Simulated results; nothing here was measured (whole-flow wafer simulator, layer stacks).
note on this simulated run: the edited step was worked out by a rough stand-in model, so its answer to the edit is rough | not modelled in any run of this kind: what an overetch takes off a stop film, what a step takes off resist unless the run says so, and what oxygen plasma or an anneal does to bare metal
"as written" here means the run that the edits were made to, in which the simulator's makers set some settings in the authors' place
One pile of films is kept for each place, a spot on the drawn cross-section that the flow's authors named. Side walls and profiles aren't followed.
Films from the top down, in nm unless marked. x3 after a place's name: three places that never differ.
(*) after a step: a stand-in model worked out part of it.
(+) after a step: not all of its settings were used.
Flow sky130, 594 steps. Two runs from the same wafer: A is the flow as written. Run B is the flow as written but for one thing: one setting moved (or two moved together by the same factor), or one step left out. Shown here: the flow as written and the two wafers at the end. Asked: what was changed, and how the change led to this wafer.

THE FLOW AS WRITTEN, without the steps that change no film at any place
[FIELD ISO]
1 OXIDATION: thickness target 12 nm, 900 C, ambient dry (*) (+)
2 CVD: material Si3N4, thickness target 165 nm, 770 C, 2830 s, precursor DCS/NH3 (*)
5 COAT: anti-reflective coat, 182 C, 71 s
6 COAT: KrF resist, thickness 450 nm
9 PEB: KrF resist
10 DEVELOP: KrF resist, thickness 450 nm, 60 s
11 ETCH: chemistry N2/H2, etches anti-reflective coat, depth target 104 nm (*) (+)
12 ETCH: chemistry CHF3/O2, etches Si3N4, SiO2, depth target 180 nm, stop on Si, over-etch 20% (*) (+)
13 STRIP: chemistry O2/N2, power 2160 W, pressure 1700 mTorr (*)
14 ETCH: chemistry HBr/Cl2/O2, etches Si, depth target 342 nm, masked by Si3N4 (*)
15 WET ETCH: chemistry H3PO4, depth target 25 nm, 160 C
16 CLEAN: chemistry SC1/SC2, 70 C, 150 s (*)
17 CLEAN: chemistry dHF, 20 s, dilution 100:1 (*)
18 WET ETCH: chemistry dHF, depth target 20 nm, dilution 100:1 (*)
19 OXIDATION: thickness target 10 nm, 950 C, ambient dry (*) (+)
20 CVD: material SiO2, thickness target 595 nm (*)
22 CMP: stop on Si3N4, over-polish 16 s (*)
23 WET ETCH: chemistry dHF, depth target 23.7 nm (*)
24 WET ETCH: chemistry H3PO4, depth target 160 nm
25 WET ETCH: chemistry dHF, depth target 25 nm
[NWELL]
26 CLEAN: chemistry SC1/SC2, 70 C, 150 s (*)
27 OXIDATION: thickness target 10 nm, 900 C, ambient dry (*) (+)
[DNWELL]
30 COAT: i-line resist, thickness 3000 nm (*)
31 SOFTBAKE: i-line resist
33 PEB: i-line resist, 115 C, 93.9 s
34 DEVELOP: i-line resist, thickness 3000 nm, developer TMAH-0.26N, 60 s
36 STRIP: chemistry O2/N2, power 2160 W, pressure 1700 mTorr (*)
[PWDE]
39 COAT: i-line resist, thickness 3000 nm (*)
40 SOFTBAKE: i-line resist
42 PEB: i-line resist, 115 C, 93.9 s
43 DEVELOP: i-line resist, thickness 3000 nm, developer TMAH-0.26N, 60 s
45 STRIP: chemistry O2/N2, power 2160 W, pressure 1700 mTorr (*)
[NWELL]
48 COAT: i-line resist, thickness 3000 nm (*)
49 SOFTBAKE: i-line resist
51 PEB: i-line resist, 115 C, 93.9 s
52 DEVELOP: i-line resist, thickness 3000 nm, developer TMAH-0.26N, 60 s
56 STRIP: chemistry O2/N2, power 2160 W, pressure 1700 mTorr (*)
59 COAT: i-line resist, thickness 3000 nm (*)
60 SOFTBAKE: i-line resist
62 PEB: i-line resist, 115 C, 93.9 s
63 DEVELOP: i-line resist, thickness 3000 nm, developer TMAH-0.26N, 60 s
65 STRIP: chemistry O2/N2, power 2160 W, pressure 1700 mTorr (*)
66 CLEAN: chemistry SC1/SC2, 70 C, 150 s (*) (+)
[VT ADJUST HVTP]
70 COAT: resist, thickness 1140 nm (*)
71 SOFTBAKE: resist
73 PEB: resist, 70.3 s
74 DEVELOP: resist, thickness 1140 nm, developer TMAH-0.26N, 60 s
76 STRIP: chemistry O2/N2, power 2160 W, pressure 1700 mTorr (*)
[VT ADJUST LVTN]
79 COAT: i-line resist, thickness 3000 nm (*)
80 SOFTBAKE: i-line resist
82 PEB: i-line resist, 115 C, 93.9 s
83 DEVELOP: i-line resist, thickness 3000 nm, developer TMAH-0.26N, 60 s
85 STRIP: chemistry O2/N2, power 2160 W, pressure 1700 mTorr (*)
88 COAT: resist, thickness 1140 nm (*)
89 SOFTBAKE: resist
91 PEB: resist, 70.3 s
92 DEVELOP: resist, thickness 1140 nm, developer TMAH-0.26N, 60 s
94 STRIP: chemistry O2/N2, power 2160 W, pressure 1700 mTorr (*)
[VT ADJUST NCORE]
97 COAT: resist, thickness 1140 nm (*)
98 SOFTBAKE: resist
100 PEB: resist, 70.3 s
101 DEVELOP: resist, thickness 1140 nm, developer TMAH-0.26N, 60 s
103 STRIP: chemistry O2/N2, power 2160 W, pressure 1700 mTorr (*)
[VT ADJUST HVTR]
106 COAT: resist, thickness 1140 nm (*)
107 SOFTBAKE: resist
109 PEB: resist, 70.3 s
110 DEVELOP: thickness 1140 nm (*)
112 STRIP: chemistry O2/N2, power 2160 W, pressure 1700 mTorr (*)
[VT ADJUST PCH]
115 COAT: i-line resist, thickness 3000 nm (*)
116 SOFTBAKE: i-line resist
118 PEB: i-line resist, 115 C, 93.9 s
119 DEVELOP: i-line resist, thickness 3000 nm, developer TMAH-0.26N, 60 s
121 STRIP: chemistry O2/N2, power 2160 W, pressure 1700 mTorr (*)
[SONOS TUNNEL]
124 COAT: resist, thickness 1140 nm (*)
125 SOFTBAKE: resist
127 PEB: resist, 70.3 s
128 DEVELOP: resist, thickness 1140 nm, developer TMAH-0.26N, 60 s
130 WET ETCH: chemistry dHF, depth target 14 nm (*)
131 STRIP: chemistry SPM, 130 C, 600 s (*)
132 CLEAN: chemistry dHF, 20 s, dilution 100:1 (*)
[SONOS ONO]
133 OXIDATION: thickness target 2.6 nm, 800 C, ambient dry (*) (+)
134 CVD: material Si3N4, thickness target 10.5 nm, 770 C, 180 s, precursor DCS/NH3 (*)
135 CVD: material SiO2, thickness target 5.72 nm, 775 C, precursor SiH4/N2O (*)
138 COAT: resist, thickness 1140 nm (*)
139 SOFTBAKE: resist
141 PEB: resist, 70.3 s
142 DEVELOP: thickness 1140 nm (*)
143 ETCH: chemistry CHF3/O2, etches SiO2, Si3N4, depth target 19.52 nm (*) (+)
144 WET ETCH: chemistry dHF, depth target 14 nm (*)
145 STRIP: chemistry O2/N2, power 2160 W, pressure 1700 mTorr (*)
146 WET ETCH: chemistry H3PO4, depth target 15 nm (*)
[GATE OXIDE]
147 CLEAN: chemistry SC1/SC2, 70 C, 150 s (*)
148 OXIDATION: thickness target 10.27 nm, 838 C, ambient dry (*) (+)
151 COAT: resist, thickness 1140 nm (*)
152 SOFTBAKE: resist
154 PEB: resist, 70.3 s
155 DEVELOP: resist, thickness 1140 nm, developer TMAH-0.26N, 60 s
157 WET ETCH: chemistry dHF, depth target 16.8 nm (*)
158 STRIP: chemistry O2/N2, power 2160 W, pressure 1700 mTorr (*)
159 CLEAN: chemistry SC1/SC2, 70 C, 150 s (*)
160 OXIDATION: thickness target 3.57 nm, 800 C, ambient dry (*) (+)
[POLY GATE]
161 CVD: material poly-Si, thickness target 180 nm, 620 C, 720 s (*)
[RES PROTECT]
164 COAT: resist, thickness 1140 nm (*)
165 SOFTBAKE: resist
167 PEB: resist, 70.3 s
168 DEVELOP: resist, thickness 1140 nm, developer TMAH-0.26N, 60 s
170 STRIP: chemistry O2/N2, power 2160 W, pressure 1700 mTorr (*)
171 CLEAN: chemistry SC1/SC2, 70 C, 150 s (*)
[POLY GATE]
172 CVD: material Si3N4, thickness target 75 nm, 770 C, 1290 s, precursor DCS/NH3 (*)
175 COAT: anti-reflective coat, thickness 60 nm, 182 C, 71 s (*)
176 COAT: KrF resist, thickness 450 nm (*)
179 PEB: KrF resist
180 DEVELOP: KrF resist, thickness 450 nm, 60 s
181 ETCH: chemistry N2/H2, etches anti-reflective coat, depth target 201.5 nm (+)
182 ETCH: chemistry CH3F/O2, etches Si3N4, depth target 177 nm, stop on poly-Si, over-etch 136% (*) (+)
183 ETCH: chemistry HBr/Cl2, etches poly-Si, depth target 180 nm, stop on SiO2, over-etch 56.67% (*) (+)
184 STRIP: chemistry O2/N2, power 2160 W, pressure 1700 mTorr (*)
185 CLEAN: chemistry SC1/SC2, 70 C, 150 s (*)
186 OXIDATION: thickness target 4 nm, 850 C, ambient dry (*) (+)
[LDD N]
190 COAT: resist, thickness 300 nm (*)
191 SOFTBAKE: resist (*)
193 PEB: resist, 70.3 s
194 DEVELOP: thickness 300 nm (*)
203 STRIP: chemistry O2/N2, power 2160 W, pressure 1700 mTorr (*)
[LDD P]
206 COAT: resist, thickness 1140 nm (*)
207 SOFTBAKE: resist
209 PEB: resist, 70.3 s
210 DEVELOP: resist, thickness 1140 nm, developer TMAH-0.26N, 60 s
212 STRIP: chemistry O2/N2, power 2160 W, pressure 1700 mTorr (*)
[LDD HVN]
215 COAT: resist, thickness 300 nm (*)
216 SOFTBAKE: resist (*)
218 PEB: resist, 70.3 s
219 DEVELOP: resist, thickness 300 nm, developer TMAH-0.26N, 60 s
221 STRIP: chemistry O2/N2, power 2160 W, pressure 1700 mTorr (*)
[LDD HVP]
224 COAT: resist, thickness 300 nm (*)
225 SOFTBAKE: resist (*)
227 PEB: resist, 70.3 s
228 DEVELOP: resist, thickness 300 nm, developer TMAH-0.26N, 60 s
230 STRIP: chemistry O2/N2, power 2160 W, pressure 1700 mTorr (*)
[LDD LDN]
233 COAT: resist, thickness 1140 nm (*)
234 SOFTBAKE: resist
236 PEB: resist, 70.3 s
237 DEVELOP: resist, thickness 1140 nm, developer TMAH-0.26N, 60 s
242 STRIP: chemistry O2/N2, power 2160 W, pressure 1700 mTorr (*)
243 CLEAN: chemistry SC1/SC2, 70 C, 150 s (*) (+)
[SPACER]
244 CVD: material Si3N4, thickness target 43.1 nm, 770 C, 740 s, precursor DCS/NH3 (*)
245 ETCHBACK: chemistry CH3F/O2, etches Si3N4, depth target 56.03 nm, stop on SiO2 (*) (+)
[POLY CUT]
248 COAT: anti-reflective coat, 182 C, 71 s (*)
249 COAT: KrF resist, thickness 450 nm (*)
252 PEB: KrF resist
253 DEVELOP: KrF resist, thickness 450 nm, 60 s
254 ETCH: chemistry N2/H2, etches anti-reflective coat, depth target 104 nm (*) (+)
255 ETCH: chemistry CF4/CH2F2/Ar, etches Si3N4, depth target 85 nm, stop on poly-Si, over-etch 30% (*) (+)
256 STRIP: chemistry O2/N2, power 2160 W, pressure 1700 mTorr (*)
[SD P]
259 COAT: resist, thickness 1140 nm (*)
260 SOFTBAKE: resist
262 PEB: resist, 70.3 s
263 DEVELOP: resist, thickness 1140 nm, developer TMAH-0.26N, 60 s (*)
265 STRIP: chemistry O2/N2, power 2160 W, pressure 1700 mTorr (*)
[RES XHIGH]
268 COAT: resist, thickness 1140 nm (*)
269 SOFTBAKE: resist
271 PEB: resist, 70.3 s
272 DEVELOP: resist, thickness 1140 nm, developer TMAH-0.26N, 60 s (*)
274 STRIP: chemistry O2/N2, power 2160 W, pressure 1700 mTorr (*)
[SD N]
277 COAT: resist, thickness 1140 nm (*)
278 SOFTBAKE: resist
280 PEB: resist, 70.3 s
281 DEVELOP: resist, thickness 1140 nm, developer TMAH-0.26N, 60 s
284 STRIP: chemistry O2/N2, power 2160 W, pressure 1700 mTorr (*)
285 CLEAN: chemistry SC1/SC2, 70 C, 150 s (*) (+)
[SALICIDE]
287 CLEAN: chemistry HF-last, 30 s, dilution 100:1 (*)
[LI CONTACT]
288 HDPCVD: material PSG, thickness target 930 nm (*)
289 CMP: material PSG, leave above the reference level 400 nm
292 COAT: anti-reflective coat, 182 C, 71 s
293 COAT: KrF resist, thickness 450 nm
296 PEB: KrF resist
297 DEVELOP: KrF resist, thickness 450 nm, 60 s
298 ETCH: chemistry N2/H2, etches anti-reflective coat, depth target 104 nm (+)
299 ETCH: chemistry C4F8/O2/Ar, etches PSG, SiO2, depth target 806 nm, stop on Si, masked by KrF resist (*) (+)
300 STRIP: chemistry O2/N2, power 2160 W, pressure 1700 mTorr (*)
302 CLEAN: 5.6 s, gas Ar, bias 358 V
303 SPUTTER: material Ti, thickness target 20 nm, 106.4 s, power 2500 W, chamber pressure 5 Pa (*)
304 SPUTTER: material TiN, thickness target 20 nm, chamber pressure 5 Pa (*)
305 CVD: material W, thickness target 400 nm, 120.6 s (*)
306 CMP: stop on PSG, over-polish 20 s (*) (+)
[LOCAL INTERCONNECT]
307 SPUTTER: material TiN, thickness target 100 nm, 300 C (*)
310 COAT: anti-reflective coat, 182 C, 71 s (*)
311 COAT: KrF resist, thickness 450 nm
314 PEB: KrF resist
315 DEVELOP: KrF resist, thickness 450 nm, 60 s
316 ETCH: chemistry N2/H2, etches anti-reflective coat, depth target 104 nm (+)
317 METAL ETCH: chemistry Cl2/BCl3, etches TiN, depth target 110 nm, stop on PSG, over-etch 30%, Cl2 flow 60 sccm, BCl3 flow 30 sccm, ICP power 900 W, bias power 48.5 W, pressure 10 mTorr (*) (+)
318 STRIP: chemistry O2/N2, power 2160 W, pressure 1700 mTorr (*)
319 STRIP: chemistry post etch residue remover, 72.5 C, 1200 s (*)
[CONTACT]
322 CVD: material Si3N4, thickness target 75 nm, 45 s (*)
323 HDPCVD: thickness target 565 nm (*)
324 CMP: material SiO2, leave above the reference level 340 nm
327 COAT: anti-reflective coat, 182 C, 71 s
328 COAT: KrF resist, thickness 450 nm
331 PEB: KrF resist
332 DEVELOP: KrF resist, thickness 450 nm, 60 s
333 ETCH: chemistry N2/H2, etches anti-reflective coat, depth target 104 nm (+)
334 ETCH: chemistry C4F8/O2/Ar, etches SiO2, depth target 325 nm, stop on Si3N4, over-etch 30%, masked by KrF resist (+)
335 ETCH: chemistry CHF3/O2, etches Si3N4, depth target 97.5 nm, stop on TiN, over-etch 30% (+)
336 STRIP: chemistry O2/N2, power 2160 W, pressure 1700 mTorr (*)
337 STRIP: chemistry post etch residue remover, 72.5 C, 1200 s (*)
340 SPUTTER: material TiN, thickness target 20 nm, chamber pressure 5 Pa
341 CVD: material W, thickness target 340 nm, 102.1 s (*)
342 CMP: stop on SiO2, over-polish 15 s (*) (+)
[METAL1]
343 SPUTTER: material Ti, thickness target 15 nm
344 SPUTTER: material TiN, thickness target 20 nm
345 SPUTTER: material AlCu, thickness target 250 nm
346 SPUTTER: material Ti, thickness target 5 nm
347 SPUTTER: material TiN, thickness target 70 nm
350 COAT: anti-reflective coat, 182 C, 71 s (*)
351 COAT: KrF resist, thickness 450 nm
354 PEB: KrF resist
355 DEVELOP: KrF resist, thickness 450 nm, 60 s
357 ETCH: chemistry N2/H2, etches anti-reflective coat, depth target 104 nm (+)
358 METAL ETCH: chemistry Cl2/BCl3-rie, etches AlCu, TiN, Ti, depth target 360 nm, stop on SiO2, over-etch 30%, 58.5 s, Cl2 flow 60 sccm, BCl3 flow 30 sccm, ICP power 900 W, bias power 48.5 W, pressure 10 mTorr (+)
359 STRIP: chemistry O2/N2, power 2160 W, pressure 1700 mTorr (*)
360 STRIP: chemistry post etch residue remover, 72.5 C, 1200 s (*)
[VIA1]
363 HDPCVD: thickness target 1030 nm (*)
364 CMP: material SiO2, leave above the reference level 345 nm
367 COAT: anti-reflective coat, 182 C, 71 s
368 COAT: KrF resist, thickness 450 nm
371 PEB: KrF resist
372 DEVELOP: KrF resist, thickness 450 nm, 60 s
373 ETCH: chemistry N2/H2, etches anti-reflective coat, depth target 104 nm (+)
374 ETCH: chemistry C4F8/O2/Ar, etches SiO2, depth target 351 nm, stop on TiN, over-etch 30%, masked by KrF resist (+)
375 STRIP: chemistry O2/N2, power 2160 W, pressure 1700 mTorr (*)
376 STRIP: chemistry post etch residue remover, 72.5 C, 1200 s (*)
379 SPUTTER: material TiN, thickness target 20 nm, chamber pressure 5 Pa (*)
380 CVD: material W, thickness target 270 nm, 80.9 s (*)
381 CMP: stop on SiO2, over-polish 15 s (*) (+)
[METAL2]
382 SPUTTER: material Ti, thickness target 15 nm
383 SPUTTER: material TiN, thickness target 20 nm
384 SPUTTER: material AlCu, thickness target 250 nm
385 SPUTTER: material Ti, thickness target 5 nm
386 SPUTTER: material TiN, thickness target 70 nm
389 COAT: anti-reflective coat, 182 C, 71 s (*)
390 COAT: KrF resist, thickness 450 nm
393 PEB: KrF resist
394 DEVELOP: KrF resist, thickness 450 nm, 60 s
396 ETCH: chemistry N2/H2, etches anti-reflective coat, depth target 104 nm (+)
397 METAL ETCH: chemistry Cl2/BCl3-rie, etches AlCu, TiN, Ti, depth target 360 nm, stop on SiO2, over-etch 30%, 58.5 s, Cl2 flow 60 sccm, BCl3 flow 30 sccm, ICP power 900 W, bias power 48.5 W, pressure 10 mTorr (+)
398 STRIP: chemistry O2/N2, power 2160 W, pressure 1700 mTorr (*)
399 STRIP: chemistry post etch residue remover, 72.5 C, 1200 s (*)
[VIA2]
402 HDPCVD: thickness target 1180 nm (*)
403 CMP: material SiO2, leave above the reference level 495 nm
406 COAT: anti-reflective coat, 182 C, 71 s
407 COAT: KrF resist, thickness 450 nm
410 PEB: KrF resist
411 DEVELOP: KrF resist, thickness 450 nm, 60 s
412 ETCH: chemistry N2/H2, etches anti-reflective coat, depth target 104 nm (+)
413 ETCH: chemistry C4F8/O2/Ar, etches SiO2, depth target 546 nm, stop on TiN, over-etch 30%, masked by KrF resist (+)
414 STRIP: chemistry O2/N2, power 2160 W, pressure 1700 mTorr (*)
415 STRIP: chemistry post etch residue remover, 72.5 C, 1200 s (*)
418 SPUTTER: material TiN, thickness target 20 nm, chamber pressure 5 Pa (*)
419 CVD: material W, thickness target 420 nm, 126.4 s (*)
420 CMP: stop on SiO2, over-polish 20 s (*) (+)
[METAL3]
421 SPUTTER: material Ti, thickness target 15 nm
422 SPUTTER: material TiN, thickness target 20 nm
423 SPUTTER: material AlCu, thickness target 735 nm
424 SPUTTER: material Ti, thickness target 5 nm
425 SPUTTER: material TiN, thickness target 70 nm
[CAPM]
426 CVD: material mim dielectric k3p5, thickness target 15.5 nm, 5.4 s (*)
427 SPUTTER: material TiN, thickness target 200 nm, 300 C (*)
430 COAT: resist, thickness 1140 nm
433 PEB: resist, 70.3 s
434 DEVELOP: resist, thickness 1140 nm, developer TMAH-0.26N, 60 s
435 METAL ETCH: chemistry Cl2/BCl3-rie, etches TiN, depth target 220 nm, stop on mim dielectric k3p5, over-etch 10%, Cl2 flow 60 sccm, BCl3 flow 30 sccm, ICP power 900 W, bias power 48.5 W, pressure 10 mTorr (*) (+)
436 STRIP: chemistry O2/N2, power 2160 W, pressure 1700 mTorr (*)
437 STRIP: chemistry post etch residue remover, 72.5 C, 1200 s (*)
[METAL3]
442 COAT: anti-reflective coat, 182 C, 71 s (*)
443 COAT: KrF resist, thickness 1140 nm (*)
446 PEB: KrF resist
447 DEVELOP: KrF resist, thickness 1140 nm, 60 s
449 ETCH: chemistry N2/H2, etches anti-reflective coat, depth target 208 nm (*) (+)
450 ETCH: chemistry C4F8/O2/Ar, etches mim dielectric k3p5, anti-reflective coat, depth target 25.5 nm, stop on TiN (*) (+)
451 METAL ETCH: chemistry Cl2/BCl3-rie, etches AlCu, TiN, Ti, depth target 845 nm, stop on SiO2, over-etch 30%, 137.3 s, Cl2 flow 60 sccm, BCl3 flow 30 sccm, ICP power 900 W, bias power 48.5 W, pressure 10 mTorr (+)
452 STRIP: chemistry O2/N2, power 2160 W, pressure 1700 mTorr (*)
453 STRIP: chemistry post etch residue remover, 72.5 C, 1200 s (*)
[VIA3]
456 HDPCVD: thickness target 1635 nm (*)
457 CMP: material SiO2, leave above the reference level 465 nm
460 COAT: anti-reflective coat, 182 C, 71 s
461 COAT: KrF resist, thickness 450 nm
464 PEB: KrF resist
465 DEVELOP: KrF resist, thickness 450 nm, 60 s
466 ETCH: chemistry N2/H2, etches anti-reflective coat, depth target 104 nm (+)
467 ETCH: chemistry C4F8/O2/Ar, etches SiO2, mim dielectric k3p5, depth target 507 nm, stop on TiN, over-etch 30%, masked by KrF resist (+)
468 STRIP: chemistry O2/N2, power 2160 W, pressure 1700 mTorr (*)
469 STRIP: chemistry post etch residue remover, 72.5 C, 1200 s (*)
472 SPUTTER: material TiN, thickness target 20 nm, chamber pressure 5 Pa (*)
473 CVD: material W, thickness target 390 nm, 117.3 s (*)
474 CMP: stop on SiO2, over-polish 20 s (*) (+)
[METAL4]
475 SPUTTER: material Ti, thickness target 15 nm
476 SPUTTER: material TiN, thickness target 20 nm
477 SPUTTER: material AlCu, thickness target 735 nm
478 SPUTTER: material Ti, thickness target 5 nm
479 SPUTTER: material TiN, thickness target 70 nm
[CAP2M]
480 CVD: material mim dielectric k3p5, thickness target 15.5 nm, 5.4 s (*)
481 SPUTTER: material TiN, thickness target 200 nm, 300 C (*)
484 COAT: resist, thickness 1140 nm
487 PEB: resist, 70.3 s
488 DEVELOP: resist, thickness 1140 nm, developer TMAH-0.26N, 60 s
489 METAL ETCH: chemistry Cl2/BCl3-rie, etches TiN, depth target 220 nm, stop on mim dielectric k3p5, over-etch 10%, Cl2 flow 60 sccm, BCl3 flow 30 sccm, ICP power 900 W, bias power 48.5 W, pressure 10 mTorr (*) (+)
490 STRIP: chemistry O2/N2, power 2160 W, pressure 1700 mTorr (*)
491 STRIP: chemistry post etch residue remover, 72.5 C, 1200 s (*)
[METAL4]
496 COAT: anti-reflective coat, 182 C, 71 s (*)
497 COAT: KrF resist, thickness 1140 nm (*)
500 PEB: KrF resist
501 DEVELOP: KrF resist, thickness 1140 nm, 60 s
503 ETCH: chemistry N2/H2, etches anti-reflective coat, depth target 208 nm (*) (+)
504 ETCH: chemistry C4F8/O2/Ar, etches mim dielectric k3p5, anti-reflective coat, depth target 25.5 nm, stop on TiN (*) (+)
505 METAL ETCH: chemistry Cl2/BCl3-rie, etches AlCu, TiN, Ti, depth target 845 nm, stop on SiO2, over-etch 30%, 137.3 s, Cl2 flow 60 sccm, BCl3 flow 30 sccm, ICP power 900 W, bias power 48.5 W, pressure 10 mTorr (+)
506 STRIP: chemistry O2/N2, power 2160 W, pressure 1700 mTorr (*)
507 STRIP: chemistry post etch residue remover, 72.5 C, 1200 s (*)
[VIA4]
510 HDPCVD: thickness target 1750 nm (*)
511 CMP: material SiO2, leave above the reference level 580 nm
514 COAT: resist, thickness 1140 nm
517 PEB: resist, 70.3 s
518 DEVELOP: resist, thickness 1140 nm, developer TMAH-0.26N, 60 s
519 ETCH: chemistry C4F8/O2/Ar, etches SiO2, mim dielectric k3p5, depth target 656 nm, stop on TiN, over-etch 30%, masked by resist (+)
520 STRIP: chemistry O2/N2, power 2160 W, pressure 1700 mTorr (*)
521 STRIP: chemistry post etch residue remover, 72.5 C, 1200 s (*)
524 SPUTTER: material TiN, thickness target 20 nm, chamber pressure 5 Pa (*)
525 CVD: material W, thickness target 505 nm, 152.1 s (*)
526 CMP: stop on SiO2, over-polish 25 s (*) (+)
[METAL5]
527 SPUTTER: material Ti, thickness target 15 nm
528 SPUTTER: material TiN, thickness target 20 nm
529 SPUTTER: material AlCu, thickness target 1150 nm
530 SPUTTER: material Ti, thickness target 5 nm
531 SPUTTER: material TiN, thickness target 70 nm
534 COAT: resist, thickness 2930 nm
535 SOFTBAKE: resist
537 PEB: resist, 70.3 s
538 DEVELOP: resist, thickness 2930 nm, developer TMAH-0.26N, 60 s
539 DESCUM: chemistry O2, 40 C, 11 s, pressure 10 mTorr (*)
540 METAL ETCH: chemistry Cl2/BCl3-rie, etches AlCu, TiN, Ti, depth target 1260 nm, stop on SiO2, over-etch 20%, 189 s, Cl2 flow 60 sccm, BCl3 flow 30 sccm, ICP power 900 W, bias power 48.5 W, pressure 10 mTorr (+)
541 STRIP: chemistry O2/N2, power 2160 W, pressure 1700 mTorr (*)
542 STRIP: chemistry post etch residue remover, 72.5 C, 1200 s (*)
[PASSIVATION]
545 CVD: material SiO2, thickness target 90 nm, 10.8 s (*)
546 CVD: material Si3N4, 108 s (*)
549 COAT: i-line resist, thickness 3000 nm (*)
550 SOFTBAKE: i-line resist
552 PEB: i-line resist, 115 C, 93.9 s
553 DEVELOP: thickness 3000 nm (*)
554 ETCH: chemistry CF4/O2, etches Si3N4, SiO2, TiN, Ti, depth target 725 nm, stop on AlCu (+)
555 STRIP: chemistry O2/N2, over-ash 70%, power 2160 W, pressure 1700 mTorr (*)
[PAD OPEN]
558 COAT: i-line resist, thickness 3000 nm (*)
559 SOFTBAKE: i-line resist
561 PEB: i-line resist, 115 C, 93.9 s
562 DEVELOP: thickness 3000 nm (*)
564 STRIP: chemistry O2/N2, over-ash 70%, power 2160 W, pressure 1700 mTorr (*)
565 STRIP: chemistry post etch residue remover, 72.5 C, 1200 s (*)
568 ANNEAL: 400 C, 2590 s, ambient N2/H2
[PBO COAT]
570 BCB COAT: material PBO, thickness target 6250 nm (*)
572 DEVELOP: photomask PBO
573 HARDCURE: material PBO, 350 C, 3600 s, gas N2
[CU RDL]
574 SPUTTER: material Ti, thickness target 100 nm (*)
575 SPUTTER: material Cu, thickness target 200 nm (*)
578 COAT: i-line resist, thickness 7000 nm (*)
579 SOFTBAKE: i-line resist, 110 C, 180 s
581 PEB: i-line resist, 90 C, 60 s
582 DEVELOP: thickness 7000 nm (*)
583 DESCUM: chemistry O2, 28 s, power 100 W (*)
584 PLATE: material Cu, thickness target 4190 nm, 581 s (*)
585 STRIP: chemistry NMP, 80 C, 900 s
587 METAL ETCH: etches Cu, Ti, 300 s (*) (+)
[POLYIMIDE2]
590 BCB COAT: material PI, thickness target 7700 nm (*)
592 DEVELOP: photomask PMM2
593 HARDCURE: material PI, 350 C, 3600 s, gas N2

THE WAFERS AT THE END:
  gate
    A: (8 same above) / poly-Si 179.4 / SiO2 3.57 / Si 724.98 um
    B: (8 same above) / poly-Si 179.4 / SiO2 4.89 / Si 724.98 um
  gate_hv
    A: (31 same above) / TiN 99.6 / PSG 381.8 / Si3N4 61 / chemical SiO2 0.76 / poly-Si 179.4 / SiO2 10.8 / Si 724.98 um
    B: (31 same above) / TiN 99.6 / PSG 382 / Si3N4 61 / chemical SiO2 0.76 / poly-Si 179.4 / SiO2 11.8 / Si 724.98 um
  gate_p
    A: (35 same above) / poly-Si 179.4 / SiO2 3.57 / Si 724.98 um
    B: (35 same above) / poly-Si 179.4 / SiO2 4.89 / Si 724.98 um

The cause: step 160, OXIDATION: thickness target 4.89 nm was run, where the flow has thickness target 3.57 nm.
It can be read off the wafer: gate has SiO2 4.89, and step 160 as written asks for 3.57 nm.

How the change led to this, step by step:
  160 OXIDATION: thickness target 3.57 nm, 800 C, ambient dry (*) (+)
      active, n_well, p_well and 58 more: A SiO2 +3.57 (new film), chemical SiO2 -0.76 (all of it), Si -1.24 | B SiO2 +4.89 (new film), chemical SiO2 -0.76 (all of it), Si -1.82
      gate_hv, m1, pad and 37 more: A SiO2 +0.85, Si -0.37 | B SiO2 +1.91, Si -0.84
  248 COAT: anti-reflective coat, 182 C, 71 s (*)
      poly_endcap_nw: A anti-reflective coat +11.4 (new film) | B anti-reflective coat +12 (new film)
  256 STRIP: chemistry O2/N2, power 2160 W, pressure 1700 mTorr (*)
      poly_endcap_nw: A KrF resist -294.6 (all of it), anti-reflective coat -11.4 (all of it) | B KrF resist -294.3 (all of it), anti-reflective coat -12 (all of it)
  299 ETCH: chemistry C4F8/O2/Ar, etches PSG, SiO2, depth target 806 nm, stop on Si, masked by KrF resist (*) (+)
      contact, ndiff_licon, ndiff_licon_cpp: A PSG -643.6 (all of it), SiO2 -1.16 (all of it) | B PSG -643.7 (all of it), SiO2 -2.25 (all of it)
